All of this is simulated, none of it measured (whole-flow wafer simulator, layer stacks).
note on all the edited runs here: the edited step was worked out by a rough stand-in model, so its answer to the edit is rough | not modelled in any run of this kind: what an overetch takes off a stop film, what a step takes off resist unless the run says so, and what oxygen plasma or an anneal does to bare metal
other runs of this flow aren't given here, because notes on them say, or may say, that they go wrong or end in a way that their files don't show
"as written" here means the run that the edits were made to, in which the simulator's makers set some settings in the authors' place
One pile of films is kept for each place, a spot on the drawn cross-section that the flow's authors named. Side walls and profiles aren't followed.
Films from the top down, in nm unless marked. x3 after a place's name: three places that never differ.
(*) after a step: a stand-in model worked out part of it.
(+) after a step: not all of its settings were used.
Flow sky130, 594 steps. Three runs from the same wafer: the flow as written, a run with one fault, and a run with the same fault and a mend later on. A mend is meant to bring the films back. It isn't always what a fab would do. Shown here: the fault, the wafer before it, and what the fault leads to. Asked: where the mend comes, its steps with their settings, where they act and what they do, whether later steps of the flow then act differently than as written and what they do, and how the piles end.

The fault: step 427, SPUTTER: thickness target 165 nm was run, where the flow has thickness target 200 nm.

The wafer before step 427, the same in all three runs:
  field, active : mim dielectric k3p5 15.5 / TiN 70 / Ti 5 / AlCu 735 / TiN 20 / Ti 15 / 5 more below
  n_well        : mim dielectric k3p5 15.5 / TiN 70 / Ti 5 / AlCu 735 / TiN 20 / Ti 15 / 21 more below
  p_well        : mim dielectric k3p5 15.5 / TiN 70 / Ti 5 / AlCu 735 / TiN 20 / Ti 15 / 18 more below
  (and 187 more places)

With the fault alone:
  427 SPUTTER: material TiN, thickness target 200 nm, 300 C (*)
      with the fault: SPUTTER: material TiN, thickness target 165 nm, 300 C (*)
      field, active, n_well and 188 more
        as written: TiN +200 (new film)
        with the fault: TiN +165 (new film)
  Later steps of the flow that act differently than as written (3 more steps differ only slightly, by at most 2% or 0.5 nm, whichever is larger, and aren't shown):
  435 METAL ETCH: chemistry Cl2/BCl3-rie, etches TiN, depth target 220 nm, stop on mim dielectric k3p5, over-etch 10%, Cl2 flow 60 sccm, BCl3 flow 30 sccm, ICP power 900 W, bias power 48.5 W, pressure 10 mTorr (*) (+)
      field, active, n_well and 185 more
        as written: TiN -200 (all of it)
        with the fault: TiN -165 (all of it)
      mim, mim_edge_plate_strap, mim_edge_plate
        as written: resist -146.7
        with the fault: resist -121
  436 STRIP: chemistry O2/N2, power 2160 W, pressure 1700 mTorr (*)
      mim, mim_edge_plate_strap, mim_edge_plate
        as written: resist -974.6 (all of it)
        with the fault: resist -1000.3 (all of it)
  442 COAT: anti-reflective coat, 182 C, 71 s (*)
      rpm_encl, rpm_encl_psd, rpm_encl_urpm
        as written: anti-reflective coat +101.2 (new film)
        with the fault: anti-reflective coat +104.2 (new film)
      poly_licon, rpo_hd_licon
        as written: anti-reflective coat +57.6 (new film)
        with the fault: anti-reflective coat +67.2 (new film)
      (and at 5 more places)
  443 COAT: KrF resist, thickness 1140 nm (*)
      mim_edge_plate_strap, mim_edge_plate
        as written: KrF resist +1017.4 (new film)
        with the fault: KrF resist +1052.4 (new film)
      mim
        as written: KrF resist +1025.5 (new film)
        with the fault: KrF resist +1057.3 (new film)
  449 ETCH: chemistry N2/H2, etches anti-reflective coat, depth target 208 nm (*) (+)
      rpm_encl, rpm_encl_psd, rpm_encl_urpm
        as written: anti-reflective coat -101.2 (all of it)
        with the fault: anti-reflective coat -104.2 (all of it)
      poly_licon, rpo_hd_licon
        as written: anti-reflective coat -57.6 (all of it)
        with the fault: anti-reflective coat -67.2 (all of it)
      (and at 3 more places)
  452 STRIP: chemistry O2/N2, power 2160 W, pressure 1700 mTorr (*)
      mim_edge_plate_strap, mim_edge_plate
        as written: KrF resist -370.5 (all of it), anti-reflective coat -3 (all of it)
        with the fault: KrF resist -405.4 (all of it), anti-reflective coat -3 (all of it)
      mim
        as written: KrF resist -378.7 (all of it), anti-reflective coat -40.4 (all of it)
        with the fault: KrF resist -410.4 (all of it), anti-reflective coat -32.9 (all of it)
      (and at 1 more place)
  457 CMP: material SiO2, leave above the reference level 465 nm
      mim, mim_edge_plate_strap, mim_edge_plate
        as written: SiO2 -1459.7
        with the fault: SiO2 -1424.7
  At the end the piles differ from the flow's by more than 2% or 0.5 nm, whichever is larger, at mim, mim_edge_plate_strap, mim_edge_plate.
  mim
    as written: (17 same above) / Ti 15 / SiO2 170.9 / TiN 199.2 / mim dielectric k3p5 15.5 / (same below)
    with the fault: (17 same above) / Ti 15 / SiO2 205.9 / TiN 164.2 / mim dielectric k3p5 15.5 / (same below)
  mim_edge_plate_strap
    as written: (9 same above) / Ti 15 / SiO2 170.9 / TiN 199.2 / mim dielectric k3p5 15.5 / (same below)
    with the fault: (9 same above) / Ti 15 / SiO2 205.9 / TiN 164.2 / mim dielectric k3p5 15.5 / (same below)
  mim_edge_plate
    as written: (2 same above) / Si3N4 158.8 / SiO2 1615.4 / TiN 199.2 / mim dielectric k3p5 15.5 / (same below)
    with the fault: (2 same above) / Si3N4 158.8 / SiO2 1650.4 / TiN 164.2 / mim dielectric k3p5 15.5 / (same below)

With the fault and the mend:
  The mend comes after step 427.
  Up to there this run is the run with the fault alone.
  427a SPUTTER: material TiN, thickness target 35 nm, 300 C (*) (the flow's step 427 once more, with other settings)
      field, active, n_well and 188 more
        TiN +35
  No later step of the flow acts differently than as written at any place that is followed.
  At the end the piles are the same as the flow's at every place that both follow.
